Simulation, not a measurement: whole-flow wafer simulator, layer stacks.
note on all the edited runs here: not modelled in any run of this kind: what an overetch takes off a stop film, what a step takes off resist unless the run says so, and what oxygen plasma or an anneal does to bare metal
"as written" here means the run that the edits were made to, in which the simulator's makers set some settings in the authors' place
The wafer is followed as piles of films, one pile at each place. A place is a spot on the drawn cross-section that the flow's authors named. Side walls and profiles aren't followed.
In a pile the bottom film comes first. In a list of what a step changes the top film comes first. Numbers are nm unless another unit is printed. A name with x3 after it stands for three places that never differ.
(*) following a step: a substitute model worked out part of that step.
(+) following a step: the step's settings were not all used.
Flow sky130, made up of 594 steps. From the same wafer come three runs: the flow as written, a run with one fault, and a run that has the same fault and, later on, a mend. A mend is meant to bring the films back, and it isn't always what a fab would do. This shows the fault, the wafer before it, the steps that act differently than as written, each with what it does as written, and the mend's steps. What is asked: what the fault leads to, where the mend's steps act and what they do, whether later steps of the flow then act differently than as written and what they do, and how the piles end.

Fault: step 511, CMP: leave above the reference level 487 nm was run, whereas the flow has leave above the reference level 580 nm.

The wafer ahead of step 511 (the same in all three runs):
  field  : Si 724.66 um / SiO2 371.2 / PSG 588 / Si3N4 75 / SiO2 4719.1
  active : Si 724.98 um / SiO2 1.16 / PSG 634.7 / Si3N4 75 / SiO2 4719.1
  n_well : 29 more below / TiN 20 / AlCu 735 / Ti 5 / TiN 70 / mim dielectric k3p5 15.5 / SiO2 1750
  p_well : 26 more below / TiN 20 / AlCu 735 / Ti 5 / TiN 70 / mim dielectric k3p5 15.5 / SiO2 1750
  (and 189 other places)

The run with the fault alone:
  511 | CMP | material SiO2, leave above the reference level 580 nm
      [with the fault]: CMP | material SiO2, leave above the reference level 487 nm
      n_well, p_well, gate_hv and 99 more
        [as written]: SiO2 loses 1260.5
        [with the fault]: SiO2 loses 1353.5
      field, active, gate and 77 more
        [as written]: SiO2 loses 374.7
        [with the fault]: SiO2 loses 467.7
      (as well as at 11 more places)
  Later steps of the flow acting differently than as written:
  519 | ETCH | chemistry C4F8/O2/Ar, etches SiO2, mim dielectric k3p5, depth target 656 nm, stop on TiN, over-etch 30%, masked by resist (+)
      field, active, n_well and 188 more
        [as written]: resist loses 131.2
        [with the fault]: resist loses 107.3
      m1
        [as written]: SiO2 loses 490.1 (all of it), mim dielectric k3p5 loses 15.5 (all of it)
        [with the fault]: SiO2 loses 397.1 (all of it), mim dielectric k3p5 loses 15.5 (all of it)
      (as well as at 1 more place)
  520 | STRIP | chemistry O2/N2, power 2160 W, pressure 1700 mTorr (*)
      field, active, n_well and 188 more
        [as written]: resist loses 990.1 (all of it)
        [with the fault]: resist loses 1014 (all of it)
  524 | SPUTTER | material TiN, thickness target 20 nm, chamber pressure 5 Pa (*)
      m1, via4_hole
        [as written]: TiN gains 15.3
        [with the fault]: TiN gains 15.9
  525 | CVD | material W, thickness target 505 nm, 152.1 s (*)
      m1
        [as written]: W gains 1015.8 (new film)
        [with the fault]: W gains 922.1 (new film)
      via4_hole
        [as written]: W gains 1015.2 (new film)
        [with the fault]: W gains 921.5 (new film)
  At field, active, n_well and 190 more, the piles at the end differ from the flow's by more than 2% or 0.5 nm, whichever is larger.
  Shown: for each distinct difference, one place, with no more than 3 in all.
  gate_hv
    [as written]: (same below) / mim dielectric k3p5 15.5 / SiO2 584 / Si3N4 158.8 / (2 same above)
    [with the fault]: (same below) / mim dielectric k3p5 15.5 / SiO2 491 / Si3N4 158.8 / (2 same above)
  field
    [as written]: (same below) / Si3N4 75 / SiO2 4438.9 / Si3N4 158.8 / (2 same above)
    [with the fault]: (same below) / Si3N4 75 / SiO2 4345.9 / Si3N4 158.8 / (2 same above)
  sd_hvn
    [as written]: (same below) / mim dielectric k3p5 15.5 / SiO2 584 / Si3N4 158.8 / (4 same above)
    [with the fault]: (same below) / mim dielectric k3p5 15.5 / SiO2 491 / Si3N4 158.8 / (4 same above)

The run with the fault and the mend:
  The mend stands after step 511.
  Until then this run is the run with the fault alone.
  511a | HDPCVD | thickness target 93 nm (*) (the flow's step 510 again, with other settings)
      field, active, n_well and 190 more
        SiO2 gains 93
  None of the later steps of the flow acts differently than as written at any place that is followed.
  The piles end the same as the flow's at every place that both follow.
